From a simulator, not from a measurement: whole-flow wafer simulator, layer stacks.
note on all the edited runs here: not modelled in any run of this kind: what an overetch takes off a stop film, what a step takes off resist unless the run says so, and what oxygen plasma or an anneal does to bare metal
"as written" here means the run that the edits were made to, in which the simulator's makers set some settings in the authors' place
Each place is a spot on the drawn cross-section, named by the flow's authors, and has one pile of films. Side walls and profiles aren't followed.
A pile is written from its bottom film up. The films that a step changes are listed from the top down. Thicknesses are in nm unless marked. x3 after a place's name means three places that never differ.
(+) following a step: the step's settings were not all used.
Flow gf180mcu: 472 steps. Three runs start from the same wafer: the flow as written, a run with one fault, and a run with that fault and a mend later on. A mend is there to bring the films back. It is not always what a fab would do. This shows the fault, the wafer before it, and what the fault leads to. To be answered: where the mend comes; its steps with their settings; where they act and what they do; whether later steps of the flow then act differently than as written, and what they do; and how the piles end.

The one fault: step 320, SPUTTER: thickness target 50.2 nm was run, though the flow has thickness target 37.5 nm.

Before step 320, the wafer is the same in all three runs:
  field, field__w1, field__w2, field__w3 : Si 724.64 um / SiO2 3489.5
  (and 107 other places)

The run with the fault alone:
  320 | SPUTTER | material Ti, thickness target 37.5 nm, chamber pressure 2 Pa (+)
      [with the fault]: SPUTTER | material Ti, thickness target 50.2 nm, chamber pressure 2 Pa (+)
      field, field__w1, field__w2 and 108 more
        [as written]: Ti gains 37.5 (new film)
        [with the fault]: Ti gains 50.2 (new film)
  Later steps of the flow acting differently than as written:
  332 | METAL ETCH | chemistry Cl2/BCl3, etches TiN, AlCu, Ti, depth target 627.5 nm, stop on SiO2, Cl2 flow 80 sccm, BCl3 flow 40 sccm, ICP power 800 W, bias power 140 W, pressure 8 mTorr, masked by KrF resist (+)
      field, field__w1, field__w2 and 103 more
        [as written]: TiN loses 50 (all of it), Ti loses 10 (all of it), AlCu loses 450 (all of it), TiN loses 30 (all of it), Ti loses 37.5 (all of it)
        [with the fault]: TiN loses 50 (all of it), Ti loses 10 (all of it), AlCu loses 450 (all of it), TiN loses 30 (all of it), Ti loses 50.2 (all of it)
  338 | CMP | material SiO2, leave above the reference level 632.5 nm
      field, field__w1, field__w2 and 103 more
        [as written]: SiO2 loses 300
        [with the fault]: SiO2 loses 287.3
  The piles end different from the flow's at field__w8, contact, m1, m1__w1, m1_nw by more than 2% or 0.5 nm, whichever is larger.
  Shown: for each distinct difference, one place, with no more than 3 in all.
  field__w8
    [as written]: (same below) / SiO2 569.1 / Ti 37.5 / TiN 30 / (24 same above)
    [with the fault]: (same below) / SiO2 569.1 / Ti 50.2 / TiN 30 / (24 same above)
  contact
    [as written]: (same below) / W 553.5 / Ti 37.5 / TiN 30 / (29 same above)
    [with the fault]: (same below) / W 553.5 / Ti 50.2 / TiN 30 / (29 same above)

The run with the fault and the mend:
  The mend follows step 320.
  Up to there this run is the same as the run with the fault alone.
  320a | METAL ETCH | chemistry Cl2/BCl3, etches TiN, AlCu, Ti, depth target 12.7 nm, Cl2 flow 80 sccm, BCl3 flow 40 sccm, ICP power 800 W, bias power 140 W, pressure 8 mTorr (a further turn of the flow's step 260, with different settings)
      field, field__w1, field__w2 and 108 more
        Ti loses 12.7
  None of the later steps of the flow acts differently than as written at any place that is followed.
  At every place that both follow, the piles at the end match the flow's.
